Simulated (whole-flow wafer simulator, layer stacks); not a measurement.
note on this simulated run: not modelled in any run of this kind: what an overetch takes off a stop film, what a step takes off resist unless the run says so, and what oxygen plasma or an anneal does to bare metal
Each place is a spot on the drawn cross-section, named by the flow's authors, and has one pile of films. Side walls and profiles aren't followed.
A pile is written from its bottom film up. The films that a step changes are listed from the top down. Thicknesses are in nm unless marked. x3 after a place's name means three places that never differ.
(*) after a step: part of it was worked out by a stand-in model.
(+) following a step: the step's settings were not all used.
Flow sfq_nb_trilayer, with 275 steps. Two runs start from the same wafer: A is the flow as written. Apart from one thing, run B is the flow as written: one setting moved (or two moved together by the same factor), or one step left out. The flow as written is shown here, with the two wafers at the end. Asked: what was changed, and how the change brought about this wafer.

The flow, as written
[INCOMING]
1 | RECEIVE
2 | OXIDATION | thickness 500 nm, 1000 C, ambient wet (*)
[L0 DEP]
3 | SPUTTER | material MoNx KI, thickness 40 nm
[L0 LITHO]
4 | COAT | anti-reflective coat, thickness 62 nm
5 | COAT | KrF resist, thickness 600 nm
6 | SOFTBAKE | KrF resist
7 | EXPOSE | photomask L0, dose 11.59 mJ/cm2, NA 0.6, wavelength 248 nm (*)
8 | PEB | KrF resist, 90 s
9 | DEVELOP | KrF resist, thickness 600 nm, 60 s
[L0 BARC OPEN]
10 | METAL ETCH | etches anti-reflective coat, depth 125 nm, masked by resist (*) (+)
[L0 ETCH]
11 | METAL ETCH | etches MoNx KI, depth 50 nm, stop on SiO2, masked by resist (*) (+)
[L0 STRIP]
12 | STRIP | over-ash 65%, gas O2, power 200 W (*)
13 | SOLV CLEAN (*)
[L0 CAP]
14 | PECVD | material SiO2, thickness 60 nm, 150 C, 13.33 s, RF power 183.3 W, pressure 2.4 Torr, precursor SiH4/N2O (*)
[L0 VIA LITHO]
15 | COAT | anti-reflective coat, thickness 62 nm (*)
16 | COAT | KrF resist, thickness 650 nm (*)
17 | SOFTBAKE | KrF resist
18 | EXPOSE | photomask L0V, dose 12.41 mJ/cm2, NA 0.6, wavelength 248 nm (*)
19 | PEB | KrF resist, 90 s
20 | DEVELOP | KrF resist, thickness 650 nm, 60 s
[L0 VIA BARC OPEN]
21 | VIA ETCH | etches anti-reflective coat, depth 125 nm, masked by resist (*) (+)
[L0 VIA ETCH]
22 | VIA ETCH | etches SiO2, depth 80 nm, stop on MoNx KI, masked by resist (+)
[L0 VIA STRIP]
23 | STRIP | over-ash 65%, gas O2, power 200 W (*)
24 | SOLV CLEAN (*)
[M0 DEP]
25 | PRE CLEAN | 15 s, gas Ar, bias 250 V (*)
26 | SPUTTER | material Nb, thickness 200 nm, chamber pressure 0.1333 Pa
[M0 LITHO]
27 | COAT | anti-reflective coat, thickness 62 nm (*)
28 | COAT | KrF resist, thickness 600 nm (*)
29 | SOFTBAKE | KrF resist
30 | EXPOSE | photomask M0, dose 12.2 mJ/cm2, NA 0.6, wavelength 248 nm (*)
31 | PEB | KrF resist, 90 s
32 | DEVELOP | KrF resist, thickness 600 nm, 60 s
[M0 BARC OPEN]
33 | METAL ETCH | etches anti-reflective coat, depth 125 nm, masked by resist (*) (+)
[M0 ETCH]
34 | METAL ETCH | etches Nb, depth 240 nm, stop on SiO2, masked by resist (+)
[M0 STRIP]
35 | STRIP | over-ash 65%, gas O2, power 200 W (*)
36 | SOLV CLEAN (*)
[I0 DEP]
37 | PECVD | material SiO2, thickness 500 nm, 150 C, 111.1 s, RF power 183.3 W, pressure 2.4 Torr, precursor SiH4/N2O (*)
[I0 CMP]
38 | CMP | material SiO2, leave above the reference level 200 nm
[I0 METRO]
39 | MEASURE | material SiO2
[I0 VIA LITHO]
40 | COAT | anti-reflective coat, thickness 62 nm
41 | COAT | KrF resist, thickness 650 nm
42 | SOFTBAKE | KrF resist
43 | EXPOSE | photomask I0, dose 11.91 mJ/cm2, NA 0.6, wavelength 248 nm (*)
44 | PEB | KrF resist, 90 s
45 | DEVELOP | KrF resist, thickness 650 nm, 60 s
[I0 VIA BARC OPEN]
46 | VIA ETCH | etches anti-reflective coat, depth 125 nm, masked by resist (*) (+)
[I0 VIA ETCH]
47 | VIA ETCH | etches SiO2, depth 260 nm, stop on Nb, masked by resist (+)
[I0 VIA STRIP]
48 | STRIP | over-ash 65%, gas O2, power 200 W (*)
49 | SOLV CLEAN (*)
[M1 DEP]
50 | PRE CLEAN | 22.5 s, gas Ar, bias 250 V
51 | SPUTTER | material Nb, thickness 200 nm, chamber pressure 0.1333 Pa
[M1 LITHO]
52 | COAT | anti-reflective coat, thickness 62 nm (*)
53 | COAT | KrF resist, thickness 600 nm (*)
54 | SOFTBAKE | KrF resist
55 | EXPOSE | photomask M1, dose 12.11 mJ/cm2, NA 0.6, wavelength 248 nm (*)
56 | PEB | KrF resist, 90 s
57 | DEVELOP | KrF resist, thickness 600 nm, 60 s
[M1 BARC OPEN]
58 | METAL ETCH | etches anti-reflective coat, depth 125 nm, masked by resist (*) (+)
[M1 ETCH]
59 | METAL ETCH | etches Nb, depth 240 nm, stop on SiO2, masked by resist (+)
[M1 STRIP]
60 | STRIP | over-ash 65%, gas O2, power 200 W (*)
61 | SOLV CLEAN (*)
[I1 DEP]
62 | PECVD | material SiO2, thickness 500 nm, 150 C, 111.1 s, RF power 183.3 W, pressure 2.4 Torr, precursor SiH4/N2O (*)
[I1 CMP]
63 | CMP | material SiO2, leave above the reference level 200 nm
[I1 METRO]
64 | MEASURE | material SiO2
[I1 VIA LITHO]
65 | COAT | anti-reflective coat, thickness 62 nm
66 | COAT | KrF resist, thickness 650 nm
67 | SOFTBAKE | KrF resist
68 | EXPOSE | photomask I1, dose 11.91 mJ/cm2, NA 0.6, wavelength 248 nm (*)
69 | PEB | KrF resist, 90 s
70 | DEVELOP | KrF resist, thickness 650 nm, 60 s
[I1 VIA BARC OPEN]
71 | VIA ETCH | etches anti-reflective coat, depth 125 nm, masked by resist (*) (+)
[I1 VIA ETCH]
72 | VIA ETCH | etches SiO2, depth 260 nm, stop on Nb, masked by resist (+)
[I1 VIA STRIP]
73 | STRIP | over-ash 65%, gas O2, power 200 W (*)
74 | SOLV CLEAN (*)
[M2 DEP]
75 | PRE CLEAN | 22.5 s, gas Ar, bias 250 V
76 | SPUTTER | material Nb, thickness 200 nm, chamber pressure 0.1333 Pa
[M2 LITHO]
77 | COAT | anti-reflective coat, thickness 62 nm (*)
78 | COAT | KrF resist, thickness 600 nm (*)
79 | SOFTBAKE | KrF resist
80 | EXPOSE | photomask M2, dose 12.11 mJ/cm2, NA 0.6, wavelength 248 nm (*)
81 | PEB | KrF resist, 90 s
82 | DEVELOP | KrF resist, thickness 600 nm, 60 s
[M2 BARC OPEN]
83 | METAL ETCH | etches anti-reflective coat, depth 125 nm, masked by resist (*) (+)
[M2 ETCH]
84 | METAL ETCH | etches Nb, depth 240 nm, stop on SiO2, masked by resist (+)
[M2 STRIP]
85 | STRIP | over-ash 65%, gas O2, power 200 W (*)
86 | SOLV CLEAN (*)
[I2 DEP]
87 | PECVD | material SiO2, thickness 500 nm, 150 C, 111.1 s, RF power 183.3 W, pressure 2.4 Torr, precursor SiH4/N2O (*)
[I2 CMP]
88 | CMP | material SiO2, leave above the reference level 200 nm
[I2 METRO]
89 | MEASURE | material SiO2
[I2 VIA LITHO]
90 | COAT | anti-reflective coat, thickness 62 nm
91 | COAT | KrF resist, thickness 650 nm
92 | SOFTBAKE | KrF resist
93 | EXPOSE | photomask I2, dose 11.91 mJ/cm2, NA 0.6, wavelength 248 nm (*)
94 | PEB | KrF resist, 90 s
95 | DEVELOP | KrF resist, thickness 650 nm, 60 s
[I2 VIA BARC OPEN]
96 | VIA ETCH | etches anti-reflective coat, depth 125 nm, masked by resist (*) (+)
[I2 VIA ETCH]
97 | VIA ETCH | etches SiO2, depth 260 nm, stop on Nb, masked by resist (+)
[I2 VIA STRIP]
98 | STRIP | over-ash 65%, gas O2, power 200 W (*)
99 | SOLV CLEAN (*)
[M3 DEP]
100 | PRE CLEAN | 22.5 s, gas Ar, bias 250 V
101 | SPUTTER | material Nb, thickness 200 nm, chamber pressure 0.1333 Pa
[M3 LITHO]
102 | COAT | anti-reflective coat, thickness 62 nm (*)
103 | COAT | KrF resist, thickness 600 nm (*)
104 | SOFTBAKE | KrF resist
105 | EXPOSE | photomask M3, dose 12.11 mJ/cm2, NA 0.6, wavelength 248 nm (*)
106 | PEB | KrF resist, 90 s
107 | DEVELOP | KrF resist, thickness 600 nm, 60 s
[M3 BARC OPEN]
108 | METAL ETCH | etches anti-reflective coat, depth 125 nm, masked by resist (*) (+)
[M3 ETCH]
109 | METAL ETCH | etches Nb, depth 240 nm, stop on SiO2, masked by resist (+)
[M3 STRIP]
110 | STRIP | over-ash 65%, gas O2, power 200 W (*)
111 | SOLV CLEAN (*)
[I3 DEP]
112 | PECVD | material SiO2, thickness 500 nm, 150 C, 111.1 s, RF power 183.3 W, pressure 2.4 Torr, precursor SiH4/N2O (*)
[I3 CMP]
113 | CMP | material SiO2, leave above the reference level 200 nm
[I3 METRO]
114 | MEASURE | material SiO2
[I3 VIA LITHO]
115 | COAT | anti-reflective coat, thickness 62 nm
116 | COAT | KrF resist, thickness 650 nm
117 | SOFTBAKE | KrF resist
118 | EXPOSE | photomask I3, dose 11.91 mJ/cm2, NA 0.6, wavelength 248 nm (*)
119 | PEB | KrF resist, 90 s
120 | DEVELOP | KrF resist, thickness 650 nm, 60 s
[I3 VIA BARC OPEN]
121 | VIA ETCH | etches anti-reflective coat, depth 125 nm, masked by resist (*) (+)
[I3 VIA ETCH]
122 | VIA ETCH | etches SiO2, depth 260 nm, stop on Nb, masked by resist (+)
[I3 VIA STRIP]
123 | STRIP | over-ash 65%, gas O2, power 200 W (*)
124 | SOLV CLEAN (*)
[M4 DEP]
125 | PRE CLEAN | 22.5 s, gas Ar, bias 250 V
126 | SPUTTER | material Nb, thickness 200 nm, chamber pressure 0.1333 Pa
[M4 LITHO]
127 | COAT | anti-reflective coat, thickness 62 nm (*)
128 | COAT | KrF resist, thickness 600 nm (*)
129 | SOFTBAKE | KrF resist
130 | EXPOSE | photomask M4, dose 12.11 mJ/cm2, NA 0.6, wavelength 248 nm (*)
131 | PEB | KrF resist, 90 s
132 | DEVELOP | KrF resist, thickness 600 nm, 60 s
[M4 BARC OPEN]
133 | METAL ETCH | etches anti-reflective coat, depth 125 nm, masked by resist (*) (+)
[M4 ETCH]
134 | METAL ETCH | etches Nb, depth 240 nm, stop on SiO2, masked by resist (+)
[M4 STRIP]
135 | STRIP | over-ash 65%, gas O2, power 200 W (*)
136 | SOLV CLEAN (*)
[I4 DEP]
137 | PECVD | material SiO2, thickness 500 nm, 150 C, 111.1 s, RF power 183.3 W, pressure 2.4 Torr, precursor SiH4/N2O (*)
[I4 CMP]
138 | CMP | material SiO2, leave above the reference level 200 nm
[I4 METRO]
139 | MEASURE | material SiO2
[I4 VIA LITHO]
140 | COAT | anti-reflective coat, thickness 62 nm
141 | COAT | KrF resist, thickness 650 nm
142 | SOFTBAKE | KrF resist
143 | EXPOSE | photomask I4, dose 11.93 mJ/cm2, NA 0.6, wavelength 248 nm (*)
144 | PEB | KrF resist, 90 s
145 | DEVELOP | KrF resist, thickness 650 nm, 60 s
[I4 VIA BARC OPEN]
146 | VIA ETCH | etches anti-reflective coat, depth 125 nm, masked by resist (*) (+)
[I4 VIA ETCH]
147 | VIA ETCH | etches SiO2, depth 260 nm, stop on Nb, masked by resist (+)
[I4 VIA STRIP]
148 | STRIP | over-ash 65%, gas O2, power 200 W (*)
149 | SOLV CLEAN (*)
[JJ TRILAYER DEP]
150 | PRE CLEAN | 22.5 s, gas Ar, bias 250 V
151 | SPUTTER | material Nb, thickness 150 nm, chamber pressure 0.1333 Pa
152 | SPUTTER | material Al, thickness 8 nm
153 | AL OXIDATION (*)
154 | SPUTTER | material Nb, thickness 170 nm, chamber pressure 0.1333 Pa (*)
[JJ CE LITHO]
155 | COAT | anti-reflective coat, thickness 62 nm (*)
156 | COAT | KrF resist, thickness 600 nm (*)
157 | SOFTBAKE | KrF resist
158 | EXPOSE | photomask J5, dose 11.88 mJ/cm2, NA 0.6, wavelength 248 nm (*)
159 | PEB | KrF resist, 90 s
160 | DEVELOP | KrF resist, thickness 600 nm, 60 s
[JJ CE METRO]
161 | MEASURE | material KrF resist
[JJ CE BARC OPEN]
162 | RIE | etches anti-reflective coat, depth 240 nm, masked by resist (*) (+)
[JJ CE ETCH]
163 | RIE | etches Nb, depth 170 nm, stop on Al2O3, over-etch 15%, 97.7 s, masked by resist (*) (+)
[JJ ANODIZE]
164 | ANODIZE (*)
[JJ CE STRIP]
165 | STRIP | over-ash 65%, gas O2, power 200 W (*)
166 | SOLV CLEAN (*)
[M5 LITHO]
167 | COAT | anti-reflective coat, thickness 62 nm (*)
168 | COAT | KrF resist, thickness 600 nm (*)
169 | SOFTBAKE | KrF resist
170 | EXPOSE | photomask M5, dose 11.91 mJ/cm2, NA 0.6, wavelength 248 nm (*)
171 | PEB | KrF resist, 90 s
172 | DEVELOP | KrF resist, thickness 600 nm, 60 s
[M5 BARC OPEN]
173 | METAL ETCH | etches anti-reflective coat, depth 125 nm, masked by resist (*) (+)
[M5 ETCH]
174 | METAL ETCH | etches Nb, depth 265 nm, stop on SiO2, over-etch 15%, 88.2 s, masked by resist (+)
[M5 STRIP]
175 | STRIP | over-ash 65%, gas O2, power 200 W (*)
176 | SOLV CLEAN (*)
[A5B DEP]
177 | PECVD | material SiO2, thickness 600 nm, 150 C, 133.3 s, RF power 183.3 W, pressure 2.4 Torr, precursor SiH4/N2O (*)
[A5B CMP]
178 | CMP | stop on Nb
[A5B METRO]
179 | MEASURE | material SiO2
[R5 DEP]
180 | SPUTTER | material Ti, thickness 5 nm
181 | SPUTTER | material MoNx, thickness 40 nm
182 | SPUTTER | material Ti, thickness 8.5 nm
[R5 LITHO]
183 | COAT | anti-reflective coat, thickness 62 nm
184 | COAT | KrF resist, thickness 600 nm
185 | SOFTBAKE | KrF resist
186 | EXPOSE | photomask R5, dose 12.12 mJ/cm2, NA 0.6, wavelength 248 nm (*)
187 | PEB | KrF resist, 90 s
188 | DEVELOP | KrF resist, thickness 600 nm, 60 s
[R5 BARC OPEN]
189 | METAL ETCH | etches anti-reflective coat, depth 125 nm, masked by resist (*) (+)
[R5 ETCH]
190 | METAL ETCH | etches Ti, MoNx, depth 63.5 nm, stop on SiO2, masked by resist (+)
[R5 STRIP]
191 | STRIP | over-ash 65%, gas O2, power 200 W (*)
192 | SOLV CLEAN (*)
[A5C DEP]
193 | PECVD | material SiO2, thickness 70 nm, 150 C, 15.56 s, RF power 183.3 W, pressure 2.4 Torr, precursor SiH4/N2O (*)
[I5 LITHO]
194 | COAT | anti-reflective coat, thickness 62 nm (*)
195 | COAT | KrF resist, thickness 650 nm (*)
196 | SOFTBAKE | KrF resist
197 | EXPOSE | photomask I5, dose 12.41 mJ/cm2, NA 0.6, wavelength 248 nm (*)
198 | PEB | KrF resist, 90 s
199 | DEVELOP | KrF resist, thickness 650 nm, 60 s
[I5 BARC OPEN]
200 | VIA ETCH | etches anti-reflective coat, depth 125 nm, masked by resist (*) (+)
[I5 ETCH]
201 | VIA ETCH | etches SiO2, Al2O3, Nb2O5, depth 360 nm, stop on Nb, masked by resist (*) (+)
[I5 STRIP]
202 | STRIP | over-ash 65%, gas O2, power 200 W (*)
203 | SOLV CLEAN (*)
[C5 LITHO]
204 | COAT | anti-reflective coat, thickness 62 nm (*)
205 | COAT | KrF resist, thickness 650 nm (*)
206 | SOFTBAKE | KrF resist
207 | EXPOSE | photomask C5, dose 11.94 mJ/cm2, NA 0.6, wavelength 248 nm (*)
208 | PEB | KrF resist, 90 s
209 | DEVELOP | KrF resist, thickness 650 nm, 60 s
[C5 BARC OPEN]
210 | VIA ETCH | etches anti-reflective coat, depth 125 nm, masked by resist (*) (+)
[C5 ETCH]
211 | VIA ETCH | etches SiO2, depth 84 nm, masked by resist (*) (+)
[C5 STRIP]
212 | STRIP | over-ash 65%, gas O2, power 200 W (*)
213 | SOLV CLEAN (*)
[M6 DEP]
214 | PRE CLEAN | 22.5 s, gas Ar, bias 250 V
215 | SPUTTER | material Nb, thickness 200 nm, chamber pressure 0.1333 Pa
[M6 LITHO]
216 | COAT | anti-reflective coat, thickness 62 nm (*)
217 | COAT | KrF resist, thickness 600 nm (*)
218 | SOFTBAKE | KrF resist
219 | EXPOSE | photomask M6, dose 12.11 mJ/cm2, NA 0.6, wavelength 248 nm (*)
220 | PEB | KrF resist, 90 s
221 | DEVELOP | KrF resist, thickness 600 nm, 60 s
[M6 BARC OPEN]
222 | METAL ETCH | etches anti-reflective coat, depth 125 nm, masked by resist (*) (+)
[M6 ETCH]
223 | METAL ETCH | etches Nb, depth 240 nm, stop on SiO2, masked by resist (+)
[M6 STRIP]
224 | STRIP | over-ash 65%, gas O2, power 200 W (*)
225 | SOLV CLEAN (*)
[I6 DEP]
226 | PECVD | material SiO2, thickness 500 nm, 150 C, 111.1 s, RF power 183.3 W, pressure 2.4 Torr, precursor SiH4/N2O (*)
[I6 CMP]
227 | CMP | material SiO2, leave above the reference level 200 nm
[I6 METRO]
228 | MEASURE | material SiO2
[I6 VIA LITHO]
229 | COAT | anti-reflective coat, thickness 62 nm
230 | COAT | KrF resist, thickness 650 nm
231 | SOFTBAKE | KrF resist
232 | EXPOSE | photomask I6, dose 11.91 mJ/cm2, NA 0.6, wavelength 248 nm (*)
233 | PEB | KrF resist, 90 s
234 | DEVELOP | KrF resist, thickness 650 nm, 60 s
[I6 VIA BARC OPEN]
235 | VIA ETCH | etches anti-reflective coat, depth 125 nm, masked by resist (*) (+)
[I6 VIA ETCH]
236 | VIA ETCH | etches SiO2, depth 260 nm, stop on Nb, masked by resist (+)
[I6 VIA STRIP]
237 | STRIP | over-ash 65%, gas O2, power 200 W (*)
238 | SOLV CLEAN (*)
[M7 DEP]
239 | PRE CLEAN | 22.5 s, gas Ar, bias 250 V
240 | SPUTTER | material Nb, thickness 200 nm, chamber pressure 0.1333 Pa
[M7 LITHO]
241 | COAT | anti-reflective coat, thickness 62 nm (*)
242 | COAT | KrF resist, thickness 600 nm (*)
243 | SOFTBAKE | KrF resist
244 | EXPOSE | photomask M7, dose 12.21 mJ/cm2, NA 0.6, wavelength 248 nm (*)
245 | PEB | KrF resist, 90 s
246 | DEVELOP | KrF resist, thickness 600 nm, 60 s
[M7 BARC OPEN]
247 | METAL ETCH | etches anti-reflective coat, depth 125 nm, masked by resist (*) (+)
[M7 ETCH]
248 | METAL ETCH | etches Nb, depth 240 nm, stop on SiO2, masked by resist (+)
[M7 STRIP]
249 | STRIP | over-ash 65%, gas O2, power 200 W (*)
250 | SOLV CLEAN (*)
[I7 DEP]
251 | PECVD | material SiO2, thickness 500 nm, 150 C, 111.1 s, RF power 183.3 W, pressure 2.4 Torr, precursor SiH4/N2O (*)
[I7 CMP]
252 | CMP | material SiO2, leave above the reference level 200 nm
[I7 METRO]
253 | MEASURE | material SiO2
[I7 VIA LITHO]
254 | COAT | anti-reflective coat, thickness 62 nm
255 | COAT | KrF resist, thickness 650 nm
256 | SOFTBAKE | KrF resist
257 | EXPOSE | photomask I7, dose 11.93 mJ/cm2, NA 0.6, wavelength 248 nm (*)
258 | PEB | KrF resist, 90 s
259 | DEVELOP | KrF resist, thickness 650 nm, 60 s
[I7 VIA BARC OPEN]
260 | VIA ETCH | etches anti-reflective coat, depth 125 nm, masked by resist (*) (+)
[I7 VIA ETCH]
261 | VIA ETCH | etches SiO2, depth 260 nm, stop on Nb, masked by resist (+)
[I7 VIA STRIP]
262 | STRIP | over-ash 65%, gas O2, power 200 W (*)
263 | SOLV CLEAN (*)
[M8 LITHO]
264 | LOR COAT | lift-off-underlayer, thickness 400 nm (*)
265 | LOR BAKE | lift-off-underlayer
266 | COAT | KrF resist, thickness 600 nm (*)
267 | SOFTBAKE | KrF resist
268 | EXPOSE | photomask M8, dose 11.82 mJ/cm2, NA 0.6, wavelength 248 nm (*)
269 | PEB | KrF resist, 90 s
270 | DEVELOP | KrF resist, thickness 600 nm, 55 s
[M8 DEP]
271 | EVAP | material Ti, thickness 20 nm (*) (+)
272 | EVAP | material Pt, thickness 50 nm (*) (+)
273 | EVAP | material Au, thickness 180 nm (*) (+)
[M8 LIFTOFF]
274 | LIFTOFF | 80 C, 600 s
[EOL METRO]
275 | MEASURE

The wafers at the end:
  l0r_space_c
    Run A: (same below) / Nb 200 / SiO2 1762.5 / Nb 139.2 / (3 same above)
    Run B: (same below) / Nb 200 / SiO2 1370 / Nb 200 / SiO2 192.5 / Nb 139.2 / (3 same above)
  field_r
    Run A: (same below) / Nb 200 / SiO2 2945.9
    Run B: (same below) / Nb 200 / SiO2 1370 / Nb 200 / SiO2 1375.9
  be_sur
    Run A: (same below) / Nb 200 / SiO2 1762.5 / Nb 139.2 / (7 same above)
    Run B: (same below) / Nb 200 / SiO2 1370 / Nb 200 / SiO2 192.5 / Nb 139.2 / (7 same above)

The reason: step 134, METAL ETCH: etches Nb, depth 240 nm, stop on SiO2, masked by resist (+), was not run.

How this came from the change, step by step:
  135 | STRIP | over-ash 65%, gas O2, power 200 W (*)
      p4_fl, p4_fm, p4_w1 and 26 more: A -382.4 KrF resist (all of it), -62 anti-reflective coat (all of it) | B -523.6 KrF resist (all of it), -62 anti-reflective coat (all of it)
      ln_m5, lsp_m, ln_m6: A -381.9 KrF resist (all of it), -61.8 anti-reflective coat (all of it) | B -523.1 KrF resist (all of it), -61.8 anti-reflective coat (all of it)
      (also at 7 further places)
  137 | PECVD | material SiO2, thickness 500 nm, 150 C, 111.1 s, RF power 183.3 W, pressure 2.4 Torr, precursor SiH4/N2O (*)
      field_l, be, be_sur and 55 more: A +500 SiO2 | B +500 SiO2 (new film)
      p3_s0, p3_s1, p3_s2, p3_s3, p3_s4, p3_s5: A +557.1 SiO2 | B +500 SiO2 (new film)
      (also at 3 further places)
  138 | CMP | material SiO2, leave above the reference level 200 nm
      field_l, be, be_sur and 55 more: A -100 SiO2 | B -300 SiO2
      p3_s0, p3_s1, p3_s2, p3_s3, p3_s4, p3_s5: A -157.1 SiO2 | B -300 SiO2
      (also at 3 further places)
With metal films that touch counted as one body, l0r_space_c has 3 bodies (between them, from the top down: SiO2 192.5; SiO2 1370); the flow as written gives 2 bodies (between them, from the top down: SiO2 1762.5).
With metal films that touch counted as one body, field_r has 2 bodies (between them, from the top down: SiO2 1370); the flow as written gives 1 body.
With metal films that touch counted as one body, be_sur has 5 bodies (between them, from the top down: SiO2 192.5; SiO2 209 / Al2O3 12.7 / Nb2O5 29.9; SiO2 192.5; SiO2 1370); the flow as written gives 4 bodies (between them, from the top down: SiO2 192.5; SiO2 209 / Al2O3 12.7 / Nb2O5 29.9; SiO2 1762.5).
